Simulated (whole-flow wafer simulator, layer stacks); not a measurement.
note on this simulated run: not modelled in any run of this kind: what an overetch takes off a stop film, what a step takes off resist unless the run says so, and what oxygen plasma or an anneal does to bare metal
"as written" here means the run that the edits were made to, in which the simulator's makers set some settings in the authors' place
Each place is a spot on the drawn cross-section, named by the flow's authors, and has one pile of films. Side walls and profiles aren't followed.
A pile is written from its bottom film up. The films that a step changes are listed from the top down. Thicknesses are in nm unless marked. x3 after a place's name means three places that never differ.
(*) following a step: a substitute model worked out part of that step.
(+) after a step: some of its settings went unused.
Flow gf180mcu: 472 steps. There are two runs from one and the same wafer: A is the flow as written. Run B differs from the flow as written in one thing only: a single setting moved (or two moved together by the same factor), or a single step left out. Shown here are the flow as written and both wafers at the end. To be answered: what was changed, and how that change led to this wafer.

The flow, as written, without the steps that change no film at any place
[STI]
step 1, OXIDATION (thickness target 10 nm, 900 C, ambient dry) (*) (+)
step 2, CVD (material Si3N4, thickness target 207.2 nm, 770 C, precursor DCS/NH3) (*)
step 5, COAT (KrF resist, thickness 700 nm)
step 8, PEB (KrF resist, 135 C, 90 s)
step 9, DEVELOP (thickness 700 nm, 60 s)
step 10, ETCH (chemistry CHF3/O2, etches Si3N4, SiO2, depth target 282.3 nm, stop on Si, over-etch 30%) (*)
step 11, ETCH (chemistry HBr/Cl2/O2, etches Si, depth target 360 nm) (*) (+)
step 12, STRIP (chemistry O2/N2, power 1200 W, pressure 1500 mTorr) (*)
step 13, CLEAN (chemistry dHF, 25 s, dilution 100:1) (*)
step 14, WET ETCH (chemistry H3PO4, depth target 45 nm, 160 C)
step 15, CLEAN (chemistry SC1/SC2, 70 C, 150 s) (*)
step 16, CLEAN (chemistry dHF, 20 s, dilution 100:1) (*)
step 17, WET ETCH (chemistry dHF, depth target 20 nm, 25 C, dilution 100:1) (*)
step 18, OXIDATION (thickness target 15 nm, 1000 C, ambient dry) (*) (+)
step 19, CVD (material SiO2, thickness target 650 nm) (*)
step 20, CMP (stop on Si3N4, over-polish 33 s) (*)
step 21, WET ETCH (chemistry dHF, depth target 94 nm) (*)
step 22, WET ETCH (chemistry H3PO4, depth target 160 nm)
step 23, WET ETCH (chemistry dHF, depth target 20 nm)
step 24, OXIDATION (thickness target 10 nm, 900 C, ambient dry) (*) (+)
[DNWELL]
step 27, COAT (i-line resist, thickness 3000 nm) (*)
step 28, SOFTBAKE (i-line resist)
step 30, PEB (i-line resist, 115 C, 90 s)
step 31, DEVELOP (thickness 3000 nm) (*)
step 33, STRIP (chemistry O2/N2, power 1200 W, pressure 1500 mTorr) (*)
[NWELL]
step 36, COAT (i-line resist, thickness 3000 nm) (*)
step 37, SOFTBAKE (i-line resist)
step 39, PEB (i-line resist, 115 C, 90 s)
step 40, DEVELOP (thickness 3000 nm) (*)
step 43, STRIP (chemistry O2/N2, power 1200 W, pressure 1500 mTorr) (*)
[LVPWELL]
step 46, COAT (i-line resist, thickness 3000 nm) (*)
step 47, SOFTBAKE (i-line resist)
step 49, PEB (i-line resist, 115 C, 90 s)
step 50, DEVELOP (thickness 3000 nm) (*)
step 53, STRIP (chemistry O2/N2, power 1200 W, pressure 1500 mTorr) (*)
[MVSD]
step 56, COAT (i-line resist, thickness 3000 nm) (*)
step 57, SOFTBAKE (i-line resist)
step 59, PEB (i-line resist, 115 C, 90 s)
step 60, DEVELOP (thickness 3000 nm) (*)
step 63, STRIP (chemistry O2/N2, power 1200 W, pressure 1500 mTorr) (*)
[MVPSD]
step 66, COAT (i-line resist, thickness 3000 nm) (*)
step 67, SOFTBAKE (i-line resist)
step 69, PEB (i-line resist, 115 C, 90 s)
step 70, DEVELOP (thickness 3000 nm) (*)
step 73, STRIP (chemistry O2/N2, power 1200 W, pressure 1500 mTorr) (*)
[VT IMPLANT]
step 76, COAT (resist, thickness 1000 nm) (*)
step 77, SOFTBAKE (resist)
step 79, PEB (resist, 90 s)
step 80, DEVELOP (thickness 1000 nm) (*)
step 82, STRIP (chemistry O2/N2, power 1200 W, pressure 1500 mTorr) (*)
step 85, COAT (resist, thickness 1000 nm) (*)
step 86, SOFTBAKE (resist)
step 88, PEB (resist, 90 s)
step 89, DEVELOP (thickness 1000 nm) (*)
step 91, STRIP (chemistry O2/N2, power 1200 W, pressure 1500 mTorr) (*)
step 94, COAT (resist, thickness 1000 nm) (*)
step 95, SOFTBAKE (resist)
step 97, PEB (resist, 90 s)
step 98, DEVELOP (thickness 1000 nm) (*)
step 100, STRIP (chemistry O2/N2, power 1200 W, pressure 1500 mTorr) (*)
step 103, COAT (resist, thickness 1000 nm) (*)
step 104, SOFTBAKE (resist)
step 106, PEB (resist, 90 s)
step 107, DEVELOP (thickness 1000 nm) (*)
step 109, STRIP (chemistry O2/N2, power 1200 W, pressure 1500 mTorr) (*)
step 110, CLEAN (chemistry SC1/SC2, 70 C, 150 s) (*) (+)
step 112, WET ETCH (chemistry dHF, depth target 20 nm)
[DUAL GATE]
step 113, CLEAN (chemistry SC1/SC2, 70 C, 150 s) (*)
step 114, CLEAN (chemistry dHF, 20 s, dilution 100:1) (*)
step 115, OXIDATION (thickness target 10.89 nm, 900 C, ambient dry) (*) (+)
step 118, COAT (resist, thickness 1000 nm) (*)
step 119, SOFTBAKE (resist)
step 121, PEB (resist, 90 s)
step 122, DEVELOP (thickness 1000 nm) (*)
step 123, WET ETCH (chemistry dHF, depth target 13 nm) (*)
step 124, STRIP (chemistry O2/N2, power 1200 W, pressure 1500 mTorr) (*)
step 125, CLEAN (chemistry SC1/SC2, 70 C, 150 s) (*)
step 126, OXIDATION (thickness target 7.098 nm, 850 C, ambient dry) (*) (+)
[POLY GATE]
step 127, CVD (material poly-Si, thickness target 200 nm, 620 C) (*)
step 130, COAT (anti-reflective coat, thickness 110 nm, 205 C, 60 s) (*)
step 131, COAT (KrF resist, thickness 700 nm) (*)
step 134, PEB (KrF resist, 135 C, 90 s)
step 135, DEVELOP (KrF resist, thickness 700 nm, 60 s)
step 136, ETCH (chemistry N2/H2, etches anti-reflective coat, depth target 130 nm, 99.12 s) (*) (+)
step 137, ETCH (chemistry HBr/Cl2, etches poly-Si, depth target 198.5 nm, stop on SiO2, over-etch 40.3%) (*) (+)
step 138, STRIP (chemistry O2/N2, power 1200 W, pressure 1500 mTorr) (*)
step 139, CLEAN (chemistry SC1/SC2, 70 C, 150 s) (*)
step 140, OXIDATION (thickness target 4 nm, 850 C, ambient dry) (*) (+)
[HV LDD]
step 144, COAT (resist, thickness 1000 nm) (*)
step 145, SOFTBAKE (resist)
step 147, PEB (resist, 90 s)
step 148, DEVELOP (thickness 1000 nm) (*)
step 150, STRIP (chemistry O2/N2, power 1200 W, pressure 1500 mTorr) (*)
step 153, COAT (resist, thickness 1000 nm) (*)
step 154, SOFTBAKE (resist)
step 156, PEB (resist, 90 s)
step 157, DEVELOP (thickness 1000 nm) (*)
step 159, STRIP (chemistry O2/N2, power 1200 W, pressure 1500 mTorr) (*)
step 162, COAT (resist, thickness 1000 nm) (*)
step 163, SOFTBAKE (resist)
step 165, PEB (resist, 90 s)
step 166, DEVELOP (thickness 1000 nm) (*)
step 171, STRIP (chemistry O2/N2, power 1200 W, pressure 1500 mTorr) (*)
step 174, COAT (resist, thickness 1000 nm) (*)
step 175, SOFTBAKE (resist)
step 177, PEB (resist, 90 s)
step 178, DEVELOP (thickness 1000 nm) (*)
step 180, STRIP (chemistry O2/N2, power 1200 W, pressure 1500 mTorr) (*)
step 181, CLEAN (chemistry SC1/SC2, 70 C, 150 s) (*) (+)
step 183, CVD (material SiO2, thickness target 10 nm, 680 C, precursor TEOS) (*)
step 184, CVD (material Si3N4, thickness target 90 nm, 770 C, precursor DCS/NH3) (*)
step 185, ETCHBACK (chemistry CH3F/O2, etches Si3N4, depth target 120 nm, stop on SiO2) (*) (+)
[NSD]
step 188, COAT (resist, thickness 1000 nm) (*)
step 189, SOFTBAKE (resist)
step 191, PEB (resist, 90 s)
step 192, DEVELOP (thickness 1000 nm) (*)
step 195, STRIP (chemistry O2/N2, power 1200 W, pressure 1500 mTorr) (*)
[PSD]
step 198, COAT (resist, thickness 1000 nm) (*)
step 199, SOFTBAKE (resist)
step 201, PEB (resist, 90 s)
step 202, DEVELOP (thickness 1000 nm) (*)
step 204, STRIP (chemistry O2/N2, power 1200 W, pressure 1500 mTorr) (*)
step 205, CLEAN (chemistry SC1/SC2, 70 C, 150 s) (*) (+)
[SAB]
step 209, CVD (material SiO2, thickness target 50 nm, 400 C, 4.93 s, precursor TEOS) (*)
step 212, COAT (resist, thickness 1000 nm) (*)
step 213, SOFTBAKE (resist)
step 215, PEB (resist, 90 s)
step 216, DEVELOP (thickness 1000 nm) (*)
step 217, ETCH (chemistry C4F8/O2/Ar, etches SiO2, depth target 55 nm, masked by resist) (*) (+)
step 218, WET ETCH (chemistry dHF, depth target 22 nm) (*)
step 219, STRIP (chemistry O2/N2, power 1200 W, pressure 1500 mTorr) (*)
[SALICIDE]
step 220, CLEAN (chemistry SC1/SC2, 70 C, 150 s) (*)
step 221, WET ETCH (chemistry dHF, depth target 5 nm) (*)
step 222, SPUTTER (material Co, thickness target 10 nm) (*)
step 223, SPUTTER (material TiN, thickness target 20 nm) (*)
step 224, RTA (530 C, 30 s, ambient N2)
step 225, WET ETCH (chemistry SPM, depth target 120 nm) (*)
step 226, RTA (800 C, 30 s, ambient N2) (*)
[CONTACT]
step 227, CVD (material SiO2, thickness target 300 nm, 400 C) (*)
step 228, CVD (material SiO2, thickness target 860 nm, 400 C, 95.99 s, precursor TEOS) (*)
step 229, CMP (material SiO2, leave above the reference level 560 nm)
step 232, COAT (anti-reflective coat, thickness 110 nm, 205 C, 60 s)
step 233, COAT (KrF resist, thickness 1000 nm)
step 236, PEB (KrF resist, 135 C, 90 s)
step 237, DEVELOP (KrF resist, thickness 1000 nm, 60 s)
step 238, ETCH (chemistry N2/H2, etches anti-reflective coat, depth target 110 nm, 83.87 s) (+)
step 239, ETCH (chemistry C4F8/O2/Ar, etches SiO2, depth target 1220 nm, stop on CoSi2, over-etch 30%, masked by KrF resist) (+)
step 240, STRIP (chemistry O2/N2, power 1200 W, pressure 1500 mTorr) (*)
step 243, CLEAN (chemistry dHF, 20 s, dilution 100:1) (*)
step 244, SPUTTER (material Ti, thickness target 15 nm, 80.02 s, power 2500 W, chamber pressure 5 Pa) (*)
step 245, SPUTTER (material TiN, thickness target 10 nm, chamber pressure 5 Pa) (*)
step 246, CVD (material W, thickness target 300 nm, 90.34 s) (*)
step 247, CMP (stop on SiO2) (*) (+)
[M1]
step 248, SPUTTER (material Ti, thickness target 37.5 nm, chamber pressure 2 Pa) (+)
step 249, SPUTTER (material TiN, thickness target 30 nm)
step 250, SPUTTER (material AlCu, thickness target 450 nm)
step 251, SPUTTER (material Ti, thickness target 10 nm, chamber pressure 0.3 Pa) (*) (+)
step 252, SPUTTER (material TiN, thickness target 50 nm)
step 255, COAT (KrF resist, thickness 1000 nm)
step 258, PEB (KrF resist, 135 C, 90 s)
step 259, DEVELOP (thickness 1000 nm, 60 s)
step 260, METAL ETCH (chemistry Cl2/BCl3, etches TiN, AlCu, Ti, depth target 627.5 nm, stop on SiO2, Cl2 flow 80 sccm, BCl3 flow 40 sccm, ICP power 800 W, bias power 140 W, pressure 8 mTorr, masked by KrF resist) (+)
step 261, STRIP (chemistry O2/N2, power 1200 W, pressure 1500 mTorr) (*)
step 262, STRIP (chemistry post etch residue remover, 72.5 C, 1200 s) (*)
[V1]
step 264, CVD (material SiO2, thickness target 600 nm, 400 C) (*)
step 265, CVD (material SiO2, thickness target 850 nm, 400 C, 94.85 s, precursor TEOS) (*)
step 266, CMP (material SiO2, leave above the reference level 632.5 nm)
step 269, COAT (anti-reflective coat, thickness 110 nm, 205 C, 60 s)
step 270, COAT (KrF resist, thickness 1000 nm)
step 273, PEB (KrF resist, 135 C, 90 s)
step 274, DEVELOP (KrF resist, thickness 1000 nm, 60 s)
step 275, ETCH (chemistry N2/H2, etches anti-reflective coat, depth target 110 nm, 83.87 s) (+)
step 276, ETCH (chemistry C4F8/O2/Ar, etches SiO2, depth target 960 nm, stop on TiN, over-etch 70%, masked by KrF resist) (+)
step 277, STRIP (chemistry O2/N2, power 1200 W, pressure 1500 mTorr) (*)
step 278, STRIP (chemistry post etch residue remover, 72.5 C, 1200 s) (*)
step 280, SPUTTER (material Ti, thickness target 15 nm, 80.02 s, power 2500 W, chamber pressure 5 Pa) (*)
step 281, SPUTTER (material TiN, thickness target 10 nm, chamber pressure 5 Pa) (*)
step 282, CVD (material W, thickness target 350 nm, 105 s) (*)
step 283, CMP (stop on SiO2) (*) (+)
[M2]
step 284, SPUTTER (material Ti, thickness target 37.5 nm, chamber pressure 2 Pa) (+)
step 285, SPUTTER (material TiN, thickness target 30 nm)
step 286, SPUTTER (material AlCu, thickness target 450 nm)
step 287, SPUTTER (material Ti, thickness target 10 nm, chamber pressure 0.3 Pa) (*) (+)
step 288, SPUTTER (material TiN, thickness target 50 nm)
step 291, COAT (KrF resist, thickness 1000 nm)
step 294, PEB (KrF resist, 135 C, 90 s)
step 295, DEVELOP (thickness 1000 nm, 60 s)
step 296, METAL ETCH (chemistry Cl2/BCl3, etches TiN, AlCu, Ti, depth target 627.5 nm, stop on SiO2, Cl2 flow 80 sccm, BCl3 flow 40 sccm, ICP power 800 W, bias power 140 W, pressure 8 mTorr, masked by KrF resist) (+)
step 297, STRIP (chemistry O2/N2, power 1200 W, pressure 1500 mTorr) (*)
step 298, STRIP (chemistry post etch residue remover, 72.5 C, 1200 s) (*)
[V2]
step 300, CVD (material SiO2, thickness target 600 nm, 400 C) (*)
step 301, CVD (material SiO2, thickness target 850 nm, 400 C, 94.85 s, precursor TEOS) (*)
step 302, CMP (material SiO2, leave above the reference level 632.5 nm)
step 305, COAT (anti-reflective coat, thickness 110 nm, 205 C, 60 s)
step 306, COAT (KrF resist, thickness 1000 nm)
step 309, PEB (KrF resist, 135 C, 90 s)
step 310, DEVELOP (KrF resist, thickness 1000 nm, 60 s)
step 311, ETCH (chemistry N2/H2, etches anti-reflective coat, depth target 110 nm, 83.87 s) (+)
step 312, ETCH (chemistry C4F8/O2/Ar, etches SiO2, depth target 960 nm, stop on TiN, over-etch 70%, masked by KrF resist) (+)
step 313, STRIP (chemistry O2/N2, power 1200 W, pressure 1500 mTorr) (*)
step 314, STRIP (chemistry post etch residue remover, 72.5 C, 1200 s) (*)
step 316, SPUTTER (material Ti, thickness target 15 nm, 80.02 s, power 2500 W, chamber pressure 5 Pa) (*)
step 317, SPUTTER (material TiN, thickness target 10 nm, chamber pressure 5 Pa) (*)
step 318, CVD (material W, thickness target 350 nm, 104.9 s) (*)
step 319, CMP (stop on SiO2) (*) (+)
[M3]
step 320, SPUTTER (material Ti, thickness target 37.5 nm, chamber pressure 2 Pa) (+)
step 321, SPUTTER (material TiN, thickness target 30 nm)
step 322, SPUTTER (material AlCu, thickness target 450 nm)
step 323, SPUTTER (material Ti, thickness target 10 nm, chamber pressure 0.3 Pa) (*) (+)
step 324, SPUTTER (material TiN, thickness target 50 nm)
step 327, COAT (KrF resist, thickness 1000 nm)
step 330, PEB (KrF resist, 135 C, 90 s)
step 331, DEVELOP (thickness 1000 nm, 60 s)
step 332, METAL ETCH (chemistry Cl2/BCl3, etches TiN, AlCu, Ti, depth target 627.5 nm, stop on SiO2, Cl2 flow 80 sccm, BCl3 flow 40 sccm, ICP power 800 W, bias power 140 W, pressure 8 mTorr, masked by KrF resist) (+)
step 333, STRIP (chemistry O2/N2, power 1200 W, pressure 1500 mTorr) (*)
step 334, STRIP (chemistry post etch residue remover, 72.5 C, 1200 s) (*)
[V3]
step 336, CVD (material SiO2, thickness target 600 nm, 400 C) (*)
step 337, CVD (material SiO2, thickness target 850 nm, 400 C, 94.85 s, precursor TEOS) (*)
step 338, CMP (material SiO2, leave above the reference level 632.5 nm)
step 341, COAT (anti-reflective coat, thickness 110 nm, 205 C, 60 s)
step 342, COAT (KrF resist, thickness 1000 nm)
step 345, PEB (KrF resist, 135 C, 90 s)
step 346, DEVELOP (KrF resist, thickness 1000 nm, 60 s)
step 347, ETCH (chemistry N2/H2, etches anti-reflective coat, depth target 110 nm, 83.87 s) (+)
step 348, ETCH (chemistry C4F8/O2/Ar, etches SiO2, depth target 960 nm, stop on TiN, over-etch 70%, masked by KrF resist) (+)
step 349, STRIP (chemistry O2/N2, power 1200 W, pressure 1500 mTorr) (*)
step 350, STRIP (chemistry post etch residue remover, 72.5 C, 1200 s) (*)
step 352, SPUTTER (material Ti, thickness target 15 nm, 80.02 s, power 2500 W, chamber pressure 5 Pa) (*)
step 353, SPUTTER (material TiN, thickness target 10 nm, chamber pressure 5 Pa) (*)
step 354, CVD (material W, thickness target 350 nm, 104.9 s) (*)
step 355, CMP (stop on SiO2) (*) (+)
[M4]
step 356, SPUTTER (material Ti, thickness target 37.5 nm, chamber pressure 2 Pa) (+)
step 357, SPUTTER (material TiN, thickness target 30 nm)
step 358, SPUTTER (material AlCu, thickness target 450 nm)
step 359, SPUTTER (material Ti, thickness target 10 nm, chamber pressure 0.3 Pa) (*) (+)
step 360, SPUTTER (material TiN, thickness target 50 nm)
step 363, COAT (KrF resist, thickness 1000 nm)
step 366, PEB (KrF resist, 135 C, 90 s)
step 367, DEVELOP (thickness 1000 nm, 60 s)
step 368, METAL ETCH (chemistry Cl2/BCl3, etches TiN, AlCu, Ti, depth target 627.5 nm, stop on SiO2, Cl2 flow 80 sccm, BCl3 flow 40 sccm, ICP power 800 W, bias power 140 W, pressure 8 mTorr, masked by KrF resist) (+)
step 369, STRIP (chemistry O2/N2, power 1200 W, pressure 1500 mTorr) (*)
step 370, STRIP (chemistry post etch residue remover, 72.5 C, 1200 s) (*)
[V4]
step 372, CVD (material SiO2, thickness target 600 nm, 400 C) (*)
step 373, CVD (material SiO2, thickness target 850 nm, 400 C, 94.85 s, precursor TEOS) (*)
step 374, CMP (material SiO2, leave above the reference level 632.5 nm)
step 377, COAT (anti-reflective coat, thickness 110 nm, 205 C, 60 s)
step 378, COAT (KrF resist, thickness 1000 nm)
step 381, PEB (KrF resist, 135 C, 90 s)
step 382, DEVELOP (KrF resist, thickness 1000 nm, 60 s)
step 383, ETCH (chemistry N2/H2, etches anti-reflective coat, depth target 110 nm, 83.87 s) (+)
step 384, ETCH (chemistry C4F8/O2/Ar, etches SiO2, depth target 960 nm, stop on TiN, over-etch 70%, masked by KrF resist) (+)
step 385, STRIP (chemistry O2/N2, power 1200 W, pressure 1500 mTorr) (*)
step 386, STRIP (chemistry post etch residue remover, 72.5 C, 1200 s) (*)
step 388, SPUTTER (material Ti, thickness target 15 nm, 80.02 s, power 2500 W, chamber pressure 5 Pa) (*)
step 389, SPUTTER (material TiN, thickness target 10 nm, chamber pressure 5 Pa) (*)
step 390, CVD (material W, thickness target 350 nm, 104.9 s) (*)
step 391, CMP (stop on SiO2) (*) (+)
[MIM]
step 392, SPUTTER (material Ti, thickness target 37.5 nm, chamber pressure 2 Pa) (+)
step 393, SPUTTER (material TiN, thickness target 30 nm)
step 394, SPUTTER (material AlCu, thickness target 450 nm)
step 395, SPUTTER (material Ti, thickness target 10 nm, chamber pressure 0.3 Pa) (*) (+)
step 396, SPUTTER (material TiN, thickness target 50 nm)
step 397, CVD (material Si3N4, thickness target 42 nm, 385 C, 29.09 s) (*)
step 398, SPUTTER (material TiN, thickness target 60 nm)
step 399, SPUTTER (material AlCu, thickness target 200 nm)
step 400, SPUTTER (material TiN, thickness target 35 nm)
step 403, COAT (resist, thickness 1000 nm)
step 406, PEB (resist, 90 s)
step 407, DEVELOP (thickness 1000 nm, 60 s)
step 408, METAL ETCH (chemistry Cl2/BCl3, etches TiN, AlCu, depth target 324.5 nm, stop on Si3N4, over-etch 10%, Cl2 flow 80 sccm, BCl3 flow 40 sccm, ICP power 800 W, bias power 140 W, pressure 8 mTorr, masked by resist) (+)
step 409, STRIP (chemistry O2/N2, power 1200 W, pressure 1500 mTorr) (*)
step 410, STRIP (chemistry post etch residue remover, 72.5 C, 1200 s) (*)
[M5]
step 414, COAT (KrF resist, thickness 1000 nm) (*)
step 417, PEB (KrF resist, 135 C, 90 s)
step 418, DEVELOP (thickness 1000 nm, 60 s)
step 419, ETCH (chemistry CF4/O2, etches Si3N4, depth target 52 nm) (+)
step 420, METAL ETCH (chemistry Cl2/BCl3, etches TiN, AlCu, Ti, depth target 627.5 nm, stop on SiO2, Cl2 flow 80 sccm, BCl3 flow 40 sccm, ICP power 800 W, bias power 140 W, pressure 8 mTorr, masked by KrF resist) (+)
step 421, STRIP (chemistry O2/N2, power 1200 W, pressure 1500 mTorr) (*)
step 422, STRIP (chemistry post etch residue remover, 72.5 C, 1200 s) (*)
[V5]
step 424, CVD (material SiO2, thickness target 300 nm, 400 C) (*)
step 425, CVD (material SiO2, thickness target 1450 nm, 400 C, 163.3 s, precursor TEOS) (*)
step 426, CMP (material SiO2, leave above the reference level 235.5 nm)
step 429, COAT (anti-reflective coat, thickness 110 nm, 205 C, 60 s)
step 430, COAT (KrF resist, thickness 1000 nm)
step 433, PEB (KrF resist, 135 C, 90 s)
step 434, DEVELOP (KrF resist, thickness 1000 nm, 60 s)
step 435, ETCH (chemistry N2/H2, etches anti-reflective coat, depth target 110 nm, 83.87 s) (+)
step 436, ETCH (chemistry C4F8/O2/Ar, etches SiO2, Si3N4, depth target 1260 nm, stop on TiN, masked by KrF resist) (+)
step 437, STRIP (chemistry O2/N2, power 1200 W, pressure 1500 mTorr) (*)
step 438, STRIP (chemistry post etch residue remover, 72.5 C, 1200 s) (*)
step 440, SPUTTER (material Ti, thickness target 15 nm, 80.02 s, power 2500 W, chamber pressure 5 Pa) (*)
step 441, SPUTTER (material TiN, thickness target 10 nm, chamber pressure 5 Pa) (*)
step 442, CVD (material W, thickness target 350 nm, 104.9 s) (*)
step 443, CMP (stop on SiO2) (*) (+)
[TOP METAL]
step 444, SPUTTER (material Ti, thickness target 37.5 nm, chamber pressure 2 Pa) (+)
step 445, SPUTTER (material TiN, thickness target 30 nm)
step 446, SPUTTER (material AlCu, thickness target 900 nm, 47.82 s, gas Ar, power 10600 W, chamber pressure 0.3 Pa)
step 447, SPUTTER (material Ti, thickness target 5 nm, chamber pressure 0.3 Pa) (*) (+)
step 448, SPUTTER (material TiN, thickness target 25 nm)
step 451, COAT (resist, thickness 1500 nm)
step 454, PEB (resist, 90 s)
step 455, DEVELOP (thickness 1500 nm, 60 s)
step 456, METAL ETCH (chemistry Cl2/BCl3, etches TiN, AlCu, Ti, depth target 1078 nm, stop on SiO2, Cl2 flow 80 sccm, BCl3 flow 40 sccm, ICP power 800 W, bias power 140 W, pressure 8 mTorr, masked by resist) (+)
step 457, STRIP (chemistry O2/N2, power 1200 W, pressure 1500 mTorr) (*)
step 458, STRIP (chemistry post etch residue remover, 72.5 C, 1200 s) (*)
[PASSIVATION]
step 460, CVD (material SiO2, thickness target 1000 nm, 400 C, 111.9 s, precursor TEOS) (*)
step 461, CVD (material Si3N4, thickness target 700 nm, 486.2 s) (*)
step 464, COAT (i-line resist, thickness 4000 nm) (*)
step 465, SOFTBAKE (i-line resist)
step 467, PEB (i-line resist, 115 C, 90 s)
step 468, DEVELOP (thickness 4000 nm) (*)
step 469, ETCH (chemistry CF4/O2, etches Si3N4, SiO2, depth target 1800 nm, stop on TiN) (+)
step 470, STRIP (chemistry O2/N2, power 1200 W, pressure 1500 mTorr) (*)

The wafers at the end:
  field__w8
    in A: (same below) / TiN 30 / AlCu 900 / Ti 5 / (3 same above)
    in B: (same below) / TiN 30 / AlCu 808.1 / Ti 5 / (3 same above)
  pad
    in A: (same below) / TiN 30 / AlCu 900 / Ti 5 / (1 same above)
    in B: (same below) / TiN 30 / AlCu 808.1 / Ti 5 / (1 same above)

The reason: step 446, SPUTTER: 43.04 s was run, while the flow as written has 47.82 s.

Step by step, how the change led to this:
  step 446, SPUTTER (material AlCu, thickness target 900 nm, 47.82 s, gas Ar, power 10600 W, chamber pressure 0.3 Pa)
      field, field__w1, field__w2 and 109 more: A AlCu gains 900 (new film) | B AlCu gains 808.1 (new film)
  step 456, METAL ETCH (chemistry Cl2/BCl3, etches TiN, AlCu, Ti, depth target 1078 nm, stop on SiO2, Cl2 flow 80 sccm, BCl3 flow 40 sccm, ICP power 800 W, bias power 140 W, pressure 8 mTorr, masked by resist) (+)
      field, field__w1, field__w2 and 103 more: A TiN loses 25 (all of it), Ti loses 5 (all of it), AlCu loses 900 (all of it), TiN loses 30 (all of it), Ti loses 37.5 (all of it) | B TiN loses 25 (all of it), Ti loses 5 (all of it), AlCu loses 808.1 (all of it), TiN loses 30 (all of it), Ti loses 37.5 (all of it)
  step 464, COAT (i-line resist, thickness 4000 nm) (*)
      field__w8: A i-line resist gains 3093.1 (new film) | B i-line resist gains 3174.2 (new film)
      contact: A i-line resist gains 3153.6 (new film) | B i-line resist gains 3225.9 (new film)
      (also at 4 further places)
  step 465, SOFTBAKE (i-line resist)
      field__w13, nw_enc_fld_lv__w4: A i-line resist gains 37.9 | B i-line resist gains 33
      active_hv, ld_gate_n: A i-line resist gains 28.2 | B i-line resist gains 24.3
      (also at 65 further places)
  step 467, PEB (i-line resist, 115 C, 90 s)
      field__w8, m1__w1: A i-line resist loses 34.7 | B i-line resist loses 36.1
      contact, m1: A i-line resist loses 35.1 | B i-line resist loses 36.5
      (also at 2 further places)
  step 468, DEVELOP (thickness 4000 nm) (*)
      pad: A i-line resist loses 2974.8 (all of it) | B i-line resist loses 3064.5 (all of it)
  step 470, STRIP (chemistry O2/N2, power 1200 W, pressure 1500 mTorr) (*)
      field__w8: A i-line resist loses 1787.7 (all of it) | B i-line resist loses 1876.2 (all of it)
      contact: A i-line resist loses 1811.2 (all of it) | B i-line resist loses 1896.4 (all of it)
      (also at 3 further places)
